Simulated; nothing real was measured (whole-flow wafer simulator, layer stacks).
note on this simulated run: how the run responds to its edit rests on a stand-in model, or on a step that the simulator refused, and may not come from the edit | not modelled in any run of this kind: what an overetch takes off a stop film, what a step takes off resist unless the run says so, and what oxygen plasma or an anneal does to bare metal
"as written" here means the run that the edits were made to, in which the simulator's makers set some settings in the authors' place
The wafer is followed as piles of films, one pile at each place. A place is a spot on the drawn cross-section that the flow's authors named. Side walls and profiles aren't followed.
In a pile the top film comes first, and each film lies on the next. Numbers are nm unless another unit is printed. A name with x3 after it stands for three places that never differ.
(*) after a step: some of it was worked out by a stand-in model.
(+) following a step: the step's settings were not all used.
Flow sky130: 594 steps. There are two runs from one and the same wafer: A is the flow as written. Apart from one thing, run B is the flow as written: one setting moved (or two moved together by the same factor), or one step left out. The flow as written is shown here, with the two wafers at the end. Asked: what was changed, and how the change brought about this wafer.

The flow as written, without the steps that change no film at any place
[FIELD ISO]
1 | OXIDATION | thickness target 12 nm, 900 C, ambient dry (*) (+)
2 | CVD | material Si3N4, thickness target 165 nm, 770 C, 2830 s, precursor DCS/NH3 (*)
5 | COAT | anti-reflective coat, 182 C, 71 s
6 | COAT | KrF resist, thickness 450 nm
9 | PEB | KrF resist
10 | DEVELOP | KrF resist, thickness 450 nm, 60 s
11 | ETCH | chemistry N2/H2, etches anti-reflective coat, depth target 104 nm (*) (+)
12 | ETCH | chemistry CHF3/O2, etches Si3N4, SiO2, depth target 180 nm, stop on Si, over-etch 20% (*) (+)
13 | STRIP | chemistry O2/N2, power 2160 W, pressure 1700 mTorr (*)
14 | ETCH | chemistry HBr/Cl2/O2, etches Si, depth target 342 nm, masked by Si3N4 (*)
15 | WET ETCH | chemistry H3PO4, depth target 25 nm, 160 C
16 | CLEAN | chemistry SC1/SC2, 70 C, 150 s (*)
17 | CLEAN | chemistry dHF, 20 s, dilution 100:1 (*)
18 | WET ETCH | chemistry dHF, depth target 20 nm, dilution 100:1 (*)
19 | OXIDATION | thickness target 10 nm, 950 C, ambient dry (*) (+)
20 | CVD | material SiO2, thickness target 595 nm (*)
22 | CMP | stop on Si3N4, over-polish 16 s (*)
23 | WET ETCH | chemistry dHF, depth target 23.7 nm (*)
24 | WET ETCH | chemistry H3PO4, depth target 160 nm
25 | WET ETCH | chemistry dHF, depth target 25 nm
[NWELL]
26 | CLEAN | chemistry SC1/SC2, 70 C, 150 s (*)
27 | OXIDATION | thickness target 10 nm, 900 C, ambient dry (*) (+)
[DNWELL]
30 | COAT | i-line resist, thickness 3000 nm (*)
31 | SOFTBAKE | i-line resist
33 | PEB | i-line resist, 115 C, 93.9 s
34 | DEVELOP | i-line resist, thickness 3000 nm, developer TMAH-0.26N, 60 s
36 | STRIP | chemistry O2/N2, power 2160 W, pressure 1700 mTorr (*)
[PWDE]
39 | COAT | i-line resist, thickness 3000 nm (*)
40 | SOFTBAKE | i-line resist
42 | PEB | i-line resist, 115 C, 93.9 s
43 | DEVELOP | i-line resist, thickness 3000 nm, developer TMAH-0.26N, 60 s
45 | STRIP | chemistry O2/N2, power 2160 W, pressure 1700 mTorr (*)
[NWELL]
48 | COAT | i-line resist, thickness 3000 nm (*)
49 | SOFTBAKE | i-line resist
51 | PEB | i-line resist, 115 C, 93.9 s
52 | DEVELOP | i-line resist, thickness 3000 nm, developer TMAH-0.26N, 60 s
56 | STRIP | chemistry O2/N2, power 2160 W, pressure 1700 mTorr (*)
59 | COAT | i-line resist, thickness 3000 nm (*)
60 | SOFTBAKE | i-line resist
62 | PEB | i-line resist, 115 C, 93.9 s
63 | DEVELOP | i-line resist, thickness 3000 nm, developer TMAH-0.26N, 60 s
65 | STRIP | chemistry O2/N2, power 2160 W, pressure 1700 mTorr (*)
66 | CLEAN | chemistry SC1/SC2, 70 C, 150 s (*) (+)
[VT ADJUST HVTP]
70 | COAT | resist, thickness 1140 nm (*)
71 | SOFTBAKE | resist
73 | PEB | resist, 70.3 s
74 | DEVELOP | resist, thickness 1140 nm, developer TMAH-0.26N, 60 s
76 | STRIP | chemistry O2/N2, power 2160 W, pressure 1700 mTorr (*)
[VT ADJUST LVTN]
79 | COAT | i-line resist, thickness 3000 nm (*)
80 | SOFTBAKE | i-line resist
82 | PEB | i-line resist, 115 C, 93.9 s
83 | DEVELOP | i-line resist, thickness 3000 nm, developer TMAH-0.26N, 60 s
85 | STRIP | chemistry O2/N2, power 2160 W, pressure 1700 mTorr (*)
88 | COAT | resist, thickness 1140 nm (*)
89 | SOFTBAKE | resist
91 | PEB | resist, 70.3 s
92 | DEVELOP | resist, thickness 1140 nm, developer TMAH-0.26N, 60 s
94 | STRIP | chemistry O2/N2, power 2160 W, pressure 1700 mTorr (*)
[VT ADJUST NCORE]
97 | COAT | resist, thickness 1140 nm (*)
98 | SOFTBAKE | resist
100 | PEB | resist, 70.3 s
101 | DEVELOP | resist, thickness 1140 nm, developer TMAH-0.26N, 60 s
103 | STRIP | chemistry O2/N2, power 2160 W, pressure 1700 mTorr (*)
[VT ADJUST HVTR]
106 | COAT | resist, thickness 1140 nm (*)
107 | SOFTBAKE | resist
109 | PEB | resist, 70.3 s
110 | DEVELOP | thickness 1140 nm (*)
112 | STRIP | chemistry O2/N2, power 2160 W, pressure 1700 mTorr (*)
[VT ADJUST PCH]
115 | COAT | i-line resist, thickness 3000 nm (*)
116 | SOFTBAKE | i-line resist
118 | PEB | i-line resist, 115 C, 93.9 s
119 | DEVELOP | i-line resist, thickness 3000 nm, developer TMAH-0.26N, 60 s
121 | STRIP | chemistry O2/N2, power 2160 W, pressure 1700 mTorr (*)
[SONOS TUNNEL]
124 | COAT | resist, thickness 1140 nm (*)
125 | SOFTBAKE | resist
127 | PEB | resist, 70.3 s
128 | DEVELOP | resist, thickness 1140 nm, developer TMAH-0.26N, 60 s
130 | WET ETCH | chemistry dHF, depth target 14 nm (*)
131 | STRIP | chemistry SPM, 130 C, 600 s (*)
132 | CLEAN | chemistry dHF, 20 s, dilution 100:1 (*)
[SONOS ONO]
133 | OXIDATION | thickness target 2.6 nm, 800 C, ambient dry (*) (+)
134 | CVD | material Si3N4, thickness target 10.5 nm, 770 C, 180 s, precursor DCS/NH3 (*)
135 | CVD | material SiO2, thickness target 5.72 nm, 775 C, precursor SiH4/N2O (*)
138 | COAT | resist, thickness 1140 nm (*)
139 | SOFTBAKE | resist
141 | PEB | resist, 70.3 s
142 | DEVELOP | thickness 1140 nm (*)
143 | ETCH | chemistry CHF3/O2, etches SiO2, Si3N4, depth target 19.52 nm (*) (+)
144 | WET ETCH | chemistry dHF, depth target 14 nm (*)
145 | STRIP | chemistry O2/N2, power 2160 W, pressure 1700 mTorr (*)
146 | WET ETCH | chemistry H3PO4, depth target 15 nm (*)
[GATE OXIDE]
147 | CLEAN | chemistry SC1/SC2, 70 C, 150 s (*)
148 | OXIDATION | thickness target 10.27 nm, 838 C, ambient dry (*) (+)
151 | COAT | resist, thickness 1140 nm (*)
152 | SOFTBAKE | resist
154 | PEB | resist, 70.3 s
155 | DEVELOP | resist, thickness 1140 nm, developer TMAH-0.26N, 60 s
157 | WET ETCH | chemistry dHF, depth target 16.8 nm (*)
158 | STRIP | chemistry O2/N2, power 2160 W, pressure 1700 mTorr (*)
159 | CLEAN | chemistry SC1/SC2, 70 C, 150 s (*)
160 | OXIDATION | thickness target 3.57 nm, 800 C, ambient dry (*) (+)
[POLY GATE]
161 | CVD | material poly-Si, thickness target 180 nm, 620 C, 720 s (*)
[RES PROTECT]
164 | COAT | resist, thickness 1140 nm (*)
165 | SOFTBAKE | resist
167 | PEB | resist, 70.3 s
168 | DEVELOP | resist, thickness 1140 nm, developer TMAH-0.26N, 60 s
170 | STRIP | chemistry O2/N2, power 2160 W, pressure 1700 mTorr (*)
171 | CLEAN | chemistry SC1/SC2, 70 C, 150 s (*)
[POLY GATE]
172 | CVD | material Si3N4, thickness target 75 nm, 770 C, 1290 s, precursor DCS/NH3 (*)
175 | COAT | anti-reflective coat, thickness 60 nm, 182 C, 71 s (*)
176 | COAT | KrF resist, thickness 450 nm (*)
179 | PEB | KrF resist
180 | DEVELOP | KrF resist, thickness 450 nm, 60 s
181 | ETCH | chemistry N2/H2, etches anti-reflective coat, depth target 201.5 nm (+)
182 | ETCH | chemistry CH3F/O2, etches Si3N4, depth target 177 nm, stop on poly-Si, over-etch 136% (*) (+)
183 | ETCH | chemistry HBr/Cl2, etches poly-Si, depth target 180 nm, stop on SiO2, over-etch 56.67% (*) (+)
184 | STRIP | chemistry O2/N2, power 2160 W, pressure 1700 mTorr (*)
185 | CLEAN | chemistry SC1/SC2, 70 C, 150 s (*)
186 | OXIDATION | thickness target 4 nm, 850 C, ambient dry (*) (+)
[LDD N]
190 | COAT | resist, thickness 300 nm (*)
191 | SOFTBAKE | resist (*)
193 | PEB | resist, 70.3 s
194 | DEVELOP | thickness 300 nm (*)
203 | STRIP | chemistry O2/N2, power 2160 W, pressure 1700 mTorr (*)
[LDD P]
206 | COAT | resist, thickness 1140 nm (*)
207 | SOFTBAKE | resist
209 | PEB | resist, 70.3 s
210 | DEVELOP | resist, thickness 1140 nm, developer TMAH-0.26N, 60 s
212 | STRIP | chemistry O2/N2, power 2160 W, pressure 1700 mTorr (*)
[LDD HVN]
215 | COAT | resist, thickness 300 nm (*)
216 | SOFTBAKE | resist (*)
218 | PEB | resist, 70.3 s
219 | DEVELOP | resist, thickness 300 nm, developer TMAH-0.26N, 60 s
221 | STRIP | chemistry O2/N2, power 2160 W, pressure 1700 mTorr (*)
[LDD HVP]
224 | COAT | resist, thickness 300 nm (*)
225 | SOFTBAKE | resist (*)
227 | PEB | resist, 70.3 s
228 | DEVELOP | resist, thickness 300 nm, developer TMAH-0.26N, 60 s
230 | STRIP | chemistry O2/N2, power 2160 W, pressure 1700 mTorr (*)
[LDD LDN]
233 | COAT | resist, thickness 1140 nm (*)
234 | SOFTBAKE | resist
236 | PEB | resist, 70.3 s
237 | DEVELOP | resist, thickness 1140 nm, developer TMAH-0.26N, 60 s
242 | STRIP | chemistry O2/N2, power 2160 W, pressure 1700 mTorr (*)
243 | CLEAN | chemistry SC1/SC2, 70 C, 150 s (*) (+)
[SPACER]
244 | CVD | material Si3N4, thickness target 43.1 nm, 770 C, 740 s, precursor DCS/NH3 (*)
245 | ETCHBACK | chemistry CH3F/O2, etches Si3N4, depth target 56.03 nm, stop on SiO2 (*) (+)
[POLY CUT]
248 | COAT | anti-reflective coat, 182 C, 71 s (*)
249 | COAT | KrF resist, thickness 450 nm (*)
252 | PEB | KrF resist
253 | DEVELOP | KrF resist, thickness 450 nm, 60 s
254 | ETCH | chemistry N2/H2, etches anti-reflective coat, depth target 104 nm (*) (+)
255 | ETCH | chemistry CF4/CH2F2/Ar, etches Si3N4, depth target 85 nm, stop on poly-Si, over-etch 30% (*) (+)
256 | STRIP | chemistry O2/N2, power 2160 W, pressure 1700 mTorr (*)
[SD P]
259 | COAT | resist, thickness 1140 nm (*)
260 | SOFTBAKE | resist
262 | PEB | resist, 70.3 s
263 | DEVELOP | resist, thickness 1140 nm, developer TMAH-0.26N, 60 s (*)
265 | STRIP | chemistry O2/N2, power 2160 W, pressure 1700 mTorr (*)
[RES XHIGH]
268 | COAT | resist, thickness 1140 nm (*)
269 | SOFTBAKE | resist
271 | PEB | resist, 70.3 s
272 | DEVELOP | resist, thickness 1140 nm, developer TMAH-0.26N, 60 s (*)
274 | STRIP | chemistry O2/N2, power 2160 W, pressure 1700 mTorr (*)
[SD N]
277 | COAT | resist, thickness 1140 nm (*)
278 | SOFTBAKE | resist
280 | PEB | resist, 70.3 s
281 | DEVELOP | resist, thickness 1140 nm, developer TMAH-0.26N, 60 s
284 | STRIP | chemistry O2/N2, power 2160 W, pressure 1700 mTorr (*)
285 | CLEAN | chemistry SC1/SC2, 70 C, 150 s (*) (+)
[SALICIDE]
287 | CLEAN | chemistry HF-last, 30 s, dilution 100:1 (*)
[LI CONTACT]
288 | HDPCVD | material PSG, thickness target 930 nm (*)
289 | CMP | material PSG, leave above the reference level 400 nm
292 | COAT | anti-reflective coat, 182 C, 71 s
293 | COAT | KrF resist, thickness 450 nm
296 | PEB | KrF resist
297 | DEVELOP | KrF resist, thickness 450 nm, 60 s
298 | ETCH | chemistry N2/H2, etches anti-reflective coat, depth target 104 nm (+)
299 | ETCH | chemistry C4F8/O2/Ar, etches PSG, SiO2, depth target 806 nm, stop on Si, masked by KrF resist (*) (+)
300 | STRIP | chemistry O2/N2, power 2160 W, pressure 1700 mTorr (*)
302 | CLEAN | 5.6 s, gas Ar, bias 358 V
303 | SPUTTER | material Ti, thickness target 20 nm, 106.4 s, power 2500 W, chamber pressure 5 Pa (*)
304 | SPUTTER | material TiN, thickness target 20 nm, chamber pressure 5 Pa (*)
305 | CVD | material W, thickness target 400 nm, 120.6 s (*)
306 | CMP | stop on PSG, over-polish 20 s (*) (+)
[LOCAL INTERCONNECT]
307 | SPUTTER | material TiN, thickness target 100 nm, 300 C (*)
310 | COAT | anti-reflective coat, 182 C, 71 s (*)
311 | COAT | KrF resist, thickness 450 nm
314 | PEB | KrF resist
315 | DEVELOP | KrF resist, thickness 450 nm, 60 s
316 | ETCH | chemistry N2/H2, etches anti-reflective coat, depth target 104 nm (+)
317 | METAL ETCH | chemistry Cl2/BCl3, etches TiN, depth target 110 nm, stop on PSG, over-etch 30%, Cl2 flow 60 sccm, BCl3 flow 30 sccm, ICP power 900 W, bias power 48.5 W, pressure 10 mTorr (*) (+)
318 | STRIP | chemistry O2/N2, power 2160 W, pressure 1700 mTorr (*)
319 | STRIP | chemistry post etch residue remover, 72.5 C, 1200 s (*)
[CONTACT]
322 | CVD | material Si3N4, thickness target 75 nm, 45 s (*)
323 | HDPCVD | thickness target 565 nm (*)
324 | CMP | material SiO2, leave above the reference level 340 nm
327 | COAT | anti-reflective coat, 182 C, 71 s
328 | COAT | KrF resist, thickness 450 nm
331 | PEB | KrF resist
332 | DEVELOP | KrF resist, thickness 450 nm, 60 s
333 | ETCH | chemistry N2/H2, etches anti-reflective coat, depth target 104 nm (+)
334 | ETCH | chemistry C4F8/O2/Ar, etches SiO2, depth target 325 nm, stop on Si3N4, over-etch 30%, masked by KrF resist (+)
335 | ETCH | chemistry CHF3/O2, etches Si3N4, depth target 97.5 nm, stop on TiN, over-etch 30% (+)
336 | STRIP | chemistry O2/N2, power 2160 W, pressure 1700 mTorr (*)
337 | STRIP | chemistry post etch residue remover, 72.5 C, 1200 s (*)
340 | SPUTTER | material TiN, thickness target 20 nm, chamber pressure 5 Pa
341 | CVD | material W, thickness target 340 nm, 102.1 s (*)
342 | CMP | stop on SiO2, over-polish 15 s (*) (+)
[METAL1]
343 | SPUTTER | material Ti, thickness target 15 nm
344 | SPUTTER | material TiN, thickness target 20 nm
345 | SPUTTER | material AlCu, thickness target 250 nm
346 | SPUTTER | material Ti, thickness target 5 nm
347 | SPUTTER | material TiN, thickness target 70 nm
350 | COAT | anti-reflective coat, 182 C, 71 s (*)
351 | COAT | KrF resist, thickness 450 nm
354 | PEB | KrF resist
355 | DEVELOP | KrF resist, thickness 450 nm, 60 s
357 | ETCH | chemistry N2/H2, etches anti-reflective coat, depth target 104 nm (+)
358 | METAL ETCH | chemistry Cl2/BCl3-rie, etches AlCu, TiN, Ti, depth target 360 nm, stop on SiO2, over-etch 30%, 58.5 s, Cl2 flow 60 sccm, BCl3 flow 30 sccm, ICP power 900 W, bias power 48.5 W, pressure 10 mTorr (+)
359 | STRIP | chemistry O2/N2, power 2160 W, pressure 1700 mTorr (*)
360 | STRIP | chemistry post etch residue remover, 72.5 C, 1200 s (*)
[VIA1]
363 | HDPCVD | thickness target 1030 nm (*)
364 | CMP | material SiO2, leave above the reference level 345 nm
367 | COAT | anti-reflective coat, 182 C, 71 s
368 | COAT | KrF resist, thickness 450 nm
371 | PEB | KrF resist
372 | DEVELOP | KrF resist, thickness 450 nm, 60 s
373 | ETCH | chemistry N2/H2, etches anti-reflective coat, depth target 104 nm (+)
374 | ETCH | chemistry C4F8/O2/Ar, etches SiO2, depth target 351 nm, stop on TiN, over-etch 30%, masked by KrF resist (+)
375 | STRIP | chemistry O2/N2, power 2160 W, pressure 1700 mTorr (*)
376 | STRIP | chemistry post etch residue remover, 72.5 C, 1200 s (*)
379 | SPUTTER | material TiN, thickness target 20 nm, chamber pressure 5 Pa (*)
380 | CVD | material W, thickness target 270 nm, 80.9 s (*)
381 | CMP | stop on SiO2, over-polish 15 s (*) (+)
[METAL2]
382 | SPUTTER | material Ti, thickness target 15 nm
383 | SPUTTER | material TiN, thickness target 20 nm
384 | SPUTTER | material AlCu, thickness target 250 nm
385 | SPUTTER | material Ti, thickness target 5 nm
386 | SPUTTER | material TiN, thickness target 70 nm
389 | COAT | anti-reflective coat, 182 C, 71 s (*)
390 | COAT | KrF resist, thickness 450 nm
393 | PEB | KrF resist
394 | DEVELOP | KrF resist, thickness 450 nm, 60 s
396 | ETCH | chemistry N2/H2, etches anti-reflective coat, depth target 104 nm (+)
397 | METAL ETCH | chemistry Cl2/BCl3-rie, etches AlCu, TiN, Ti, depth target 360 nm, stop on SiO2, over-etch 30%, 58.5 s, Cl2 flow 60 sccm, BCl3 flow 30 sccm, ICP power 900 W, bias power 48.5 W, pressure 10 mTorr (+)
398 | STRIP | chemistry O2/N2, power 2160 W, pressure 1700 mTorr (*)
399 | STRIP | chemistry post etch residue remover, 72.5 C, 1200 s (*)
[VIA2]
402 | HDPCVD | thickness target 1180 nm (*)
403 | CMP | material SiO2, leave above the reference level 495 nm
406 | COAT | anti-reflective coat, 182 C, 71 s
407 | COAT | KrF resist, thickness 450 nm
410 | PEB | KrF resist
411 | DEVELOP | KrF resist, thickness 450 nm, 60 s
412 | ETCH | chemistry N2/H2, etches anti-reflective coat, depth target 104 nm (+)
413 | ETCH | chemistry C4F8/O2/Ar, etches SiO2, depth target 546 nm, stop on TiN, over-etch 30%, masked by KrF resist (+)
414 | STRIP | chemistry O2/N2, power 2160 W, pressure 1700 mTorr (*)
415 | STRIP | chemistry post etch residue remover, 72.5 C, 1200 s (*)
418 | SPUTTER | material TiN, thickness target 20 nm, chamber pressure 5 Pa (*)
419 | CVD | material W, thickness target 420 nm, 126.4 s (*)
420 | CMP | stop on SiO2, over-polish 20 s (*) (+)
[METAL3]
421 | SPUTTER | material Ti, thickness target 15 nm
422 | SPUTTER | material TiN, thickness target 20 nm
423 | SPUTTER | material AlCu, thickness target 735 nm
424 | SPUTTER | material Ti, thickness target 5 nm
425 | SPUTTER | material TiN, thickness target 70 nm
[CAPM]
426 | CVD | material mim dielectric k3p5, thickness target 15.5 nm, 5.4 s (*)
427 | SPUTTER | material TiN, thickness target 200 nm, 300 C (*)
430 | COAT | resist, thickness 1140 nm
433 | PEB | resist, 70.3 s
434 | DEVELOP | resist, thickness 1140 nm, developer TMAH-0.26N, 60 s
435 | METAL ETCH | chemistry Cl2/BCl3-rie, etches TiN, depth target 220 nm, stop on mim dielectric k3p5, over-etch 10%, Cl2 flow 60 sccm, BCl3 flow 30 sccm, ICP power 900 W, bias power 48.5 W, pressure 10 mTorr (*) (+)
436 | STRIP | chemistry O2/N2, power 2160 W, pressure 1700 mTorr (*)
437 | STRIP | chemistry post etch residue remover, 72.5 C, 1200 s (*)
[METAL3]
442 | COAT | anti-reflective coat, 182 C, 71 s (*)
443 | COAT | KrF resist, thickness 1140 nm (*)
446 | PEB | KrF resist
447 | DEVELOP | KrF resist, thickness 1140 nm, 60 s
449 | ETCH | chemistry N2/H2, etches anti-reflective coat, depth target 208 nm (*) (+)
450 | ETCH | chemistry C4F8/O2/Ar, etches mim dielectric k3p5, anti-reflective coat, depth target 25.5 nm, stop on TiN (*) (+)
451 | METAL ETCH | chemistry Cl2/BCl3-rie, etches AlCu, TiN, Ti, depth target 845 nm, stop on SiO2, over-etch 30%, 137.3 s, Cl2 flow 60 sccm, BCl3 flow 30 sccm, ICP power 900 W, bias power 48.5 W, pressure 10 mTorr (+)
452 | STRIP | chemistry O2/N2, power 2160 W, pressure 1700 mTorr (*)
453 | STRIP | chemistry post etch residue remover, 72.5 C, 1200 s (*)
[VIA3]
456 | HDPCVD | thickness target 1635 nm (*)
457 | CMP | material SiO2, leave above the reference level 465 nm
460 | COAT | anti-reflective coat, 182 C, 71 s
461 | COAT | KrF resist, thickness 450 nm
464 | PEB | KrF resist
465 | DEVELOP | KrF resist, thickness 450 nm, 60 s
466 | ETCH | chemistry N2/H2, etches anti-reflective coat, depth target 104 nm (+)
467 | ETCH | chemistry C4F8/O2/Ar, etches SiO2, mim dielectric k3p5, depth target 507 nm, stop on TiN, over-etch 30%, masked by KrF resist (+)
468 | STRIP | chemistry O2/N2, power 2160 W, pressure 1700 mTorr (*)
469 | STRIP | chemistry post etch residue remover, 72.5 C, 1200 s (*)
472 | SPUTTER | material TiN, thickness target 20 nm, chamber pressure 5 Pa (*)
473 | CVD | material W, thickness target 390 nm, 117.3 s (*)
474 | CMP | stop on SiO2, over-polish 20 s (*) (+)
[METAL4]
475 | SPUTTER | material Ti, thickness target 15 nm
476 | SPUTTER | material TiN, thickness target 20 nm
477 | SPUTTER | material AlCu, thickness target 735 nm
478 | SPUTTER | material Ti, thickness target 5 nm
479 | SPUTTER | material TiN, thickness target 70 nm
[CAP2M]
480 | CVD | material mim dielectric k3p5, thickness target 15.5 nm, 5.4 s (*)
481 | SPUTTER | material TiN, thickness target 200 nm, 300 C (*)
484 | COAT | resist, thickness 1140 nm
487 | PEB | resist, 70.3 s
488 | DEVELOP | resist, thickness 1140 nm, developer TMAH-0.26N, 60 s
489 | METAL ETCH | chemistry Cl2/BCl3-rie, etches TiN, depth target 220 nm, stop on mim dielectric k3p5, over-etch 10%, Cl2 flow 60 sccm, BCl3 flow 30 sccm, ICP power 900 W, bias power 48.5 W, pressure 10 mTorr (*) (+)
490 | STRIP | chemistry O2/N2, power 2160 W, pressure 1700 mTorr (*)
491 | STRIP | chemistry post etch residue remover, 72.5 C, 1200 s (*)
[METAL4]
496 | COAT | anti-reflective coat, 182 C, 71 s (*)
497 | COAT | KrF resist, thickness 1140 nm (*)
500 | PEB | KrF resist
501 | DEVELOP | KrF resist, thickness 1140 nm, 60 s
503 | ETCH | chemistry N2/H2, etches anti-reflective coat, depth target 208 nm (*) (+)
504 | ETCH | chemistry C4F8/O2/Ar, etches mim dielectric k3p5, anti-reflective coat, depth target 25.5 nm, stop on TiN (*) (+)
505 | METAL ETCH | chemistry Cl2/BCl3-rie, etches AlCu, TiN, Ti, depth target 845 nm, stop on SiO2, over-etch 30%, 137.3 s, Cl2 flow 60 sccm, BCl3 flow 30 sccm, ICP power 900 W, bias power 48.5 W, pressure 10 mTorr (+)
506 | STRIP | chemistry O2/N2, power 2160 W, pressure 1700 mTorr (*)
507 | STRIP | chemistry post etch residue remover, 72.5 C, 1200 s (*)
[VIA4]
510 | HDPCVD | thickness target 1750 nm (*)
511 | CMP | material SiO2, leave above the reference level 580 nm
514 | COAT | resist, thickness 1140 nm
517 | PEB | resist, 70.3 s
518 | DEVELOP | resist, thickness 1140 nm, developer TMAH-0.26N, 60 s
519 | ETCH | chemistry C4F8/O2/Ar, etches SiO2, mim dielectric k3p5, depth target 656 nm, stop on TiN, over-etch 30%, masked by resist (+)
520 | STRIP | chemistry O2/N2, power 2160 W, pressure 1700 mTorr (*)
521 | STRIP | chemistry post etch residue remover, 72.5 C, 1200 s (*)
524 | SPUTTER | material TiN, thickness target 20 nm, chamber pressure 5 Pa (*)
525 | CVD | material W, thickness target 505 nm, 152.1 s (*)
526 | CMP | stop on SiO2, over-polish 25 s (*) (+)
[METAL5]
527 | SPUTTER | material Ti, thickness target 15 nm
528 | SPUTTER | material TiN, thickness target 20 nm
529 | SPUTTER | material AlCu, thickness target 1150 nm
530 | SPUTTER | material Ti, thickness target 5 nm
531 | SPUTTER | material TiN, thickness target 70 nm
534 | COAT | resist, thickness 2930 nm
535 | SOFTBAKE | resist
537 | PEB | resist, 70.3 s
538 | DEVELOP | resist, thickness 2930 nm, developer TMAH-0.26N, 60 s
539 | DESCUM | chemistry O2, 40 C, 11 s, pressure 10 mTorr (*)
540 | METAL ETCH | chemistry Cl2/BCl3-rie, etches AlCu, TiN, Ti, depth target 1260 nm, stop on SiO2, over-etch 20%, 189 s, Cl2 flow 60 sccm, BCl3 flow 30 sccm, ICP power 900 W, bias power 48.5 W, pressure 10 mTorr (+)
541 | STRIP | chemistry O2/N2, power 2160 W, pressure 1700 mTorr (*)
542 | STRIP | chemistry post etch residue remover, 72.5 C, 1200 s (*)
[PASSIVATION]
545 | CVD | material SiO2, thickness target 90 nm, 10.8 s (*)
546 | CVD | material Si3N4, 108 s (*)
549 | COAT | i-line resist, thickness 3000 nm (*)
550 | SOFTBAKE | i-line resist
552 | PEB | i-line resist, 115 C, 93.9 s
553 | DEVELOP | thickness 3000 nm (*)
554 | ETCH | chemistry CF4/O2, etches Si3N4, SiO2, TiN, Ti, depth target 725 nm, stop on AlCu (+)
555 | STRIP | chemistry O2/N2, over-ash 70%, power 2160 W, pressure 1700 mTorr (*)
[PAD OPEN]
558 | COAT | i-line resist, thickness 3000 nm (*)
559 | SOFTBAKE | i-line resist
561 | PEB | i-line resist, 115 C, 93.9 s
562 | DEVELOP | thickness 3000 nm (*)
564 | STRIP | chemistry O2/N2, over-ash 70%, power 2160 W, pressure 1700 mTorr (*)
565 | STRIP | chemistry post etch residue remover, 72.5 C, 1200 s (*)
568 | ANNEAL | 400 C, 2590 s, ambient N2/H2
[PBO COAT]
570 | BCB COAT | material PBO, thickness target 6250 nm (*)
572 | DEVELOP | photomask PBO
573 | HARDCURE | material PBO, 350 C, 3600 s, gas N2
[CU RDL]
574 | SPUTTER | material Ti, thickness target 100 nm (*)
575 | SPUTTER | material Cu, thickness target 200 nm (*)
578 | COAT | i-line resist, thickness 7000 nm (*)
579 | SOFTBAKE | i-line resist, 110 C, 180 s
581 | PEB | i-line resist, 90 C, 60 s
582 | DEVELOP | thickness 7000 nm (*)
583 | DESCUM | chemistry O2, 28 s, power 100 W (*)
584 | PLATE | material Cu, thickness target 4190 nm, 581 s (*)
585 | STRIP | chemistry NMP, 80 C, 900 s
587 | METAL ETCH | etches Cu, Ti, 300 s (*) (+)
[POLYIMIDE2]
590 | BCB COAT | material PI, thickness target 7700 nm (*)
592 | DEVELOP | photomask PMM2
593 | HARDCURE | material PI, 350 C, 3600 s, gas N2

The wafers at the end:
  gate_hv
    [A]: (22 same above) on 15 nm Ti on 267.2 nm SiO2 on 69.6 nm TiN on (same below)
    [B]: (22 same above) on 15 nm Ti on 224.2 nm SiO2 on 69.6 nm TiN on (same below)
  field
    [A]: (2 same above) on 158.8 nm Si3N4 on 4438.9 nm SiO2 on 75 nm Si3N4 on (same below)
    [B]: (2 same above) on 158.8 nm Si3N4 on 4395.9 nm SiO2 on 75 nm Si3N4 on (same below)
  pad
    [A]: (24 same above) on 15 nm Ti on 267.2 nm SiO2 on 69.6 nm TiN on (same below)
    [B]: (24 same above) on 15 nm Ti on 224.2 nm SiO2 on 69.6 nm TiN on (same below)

Cause: step 364, CMP: leave above the reference level 302 nm was run, whereas the flow has leave above the reference level 345 nm.

The path from the change to this, step by step:
  364 | CMP | material SiO2, leave above the reference level 345 nm
      n_well, p_well, gate_hv and 100 more: A SiO2 loses 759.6 | B SiO2 loses 802.6
      field, active, gate and 81 more: A SiO2 loses 389.1 | B SiO2 loses 432.1
      (and at 4 other places as well)
  374 | ETCH | chemistry C4F8/O2/Ar, etches SiO2, depth target 351 nm, stop on TiN, over-etch 30%, masked by KrF resist (+)
      field, active, n_well and 186 more: A KrF resist loses 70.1 | B KrF resist loses 59
      m1, via1_hole: A SiO2 loses 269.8 (all of it) | B SiO2 loses 226.8 (all of it)
  375 | STRIP | chemistry O2/N2, power 2160 W, pressure 1700 mTorr (*)
      field, active, n_well and 186 more: A KrF resist loses 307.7 (all of it), anti-reflective coat loses 80 (all of it) | B KrF resist loses 318.9 (all of it), anti-reflective coat loses 80 (all of it)
  379 | SPUTTER | material TiN, thickness target 20 nm, chamber pressure 5 Pa (*)
      m1: A TiN gains 11 | B TiN gains 11.8
      via1_hole: A TiN gains 10.9 | B TiN gains 11.8
  380 | CVD | material W, thickness target 270 nm, 80.9 s (*)
      m1: A W gains 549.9 (new film) | B W gains 506 (new film)
      via1_hole: A W gains 549.9 (new film) | B W gains 506.1 (new film)
